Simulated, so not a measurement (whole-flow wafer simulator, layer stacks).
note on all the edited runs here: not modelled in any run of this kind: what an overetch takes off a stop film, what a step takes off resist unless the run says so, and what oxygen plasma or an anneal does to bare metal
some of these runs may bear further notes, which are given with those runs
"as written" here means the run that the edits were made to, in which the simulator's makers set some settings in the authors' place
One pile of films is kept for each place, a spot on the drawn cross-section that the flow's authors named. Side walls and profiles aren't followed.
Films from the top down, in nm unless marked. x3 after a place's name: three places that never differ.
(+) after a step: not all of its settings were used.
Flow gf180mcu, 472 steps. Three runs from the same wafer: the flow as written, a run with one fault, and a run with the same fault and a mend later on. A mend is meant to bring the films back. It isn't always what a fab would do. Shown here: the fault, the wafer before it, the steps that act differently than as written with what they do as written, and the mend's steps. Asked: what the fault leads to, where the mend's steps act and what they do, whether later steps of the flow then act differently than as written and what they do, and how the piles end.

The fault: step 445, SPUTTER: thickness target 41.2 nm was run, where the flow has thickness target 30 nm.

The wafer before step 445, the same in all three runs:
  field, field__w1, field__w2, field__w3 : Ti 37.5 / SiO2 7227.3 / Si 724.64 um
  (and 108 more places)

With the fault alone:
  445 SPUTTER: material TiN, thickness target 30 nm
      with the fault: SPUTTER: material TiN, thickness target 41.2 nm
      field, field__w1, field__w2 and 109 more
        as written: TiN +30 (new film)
        with the fault: TiN +41.2 (new film)
  Later steps of the flow that act differently than as written (4 more steps differ only slightly, by at most 2% or 0.5 nm, whichever is larger, and aren't shown):
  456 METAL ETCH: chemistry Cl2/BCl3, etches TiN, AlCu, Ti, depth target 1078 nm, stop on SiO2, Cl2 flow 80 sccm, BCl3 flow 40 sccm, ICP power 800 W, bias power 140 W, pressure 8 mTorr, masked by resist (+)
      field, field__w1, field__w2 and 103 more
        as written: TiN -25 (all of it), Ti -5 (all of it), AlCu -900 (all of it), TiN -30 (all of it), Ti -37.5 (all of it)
        with the fault: TiN -25 (all of it), Ti -5 (all of it), AlCu -900 (all of it), TiN -41.2 (all of it), Ti -37.5 (all of it)
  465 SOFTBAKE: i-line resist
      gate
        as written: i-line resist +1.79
        with the fault: i-line resist -0.28
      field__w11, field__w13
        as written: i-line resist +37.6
        with the fault: i-line resist +31.5
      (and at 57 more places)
  At the end the piles differ from the flow's by more than 2% or 0.5 nm, whichever is larger, at field__w8, contact, m1, m1__w1, pad, m1_nw.
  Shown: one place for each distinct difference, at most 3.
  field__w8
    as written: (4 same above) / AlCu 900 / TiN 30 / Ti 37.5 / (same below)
    with the fault: (4 same above) / AlCu 900 / TiN 41.2 / Ti 37.5 / (same below)
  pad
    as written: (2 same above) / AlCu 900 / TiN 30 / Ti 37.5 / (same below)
    with the fault: (2 same above) / AlCu 900 / TiN 41.2 / Ti 37.5 / (same below)

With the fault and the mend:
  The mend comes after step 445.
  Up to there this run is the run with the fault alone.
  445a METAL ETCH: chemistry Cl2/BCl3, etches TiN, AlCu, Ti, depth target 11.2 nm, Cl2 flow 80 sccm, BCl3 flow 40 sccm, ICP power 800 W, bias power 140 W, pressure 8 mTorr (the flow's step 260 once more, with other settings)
      field, field__w1, field__w2 and 109 more
        TiN -11.2
  No later step of the flow acts differently than as written at any place that is followed.
  At the end the piles are the same as the flow's at every place that both follow.
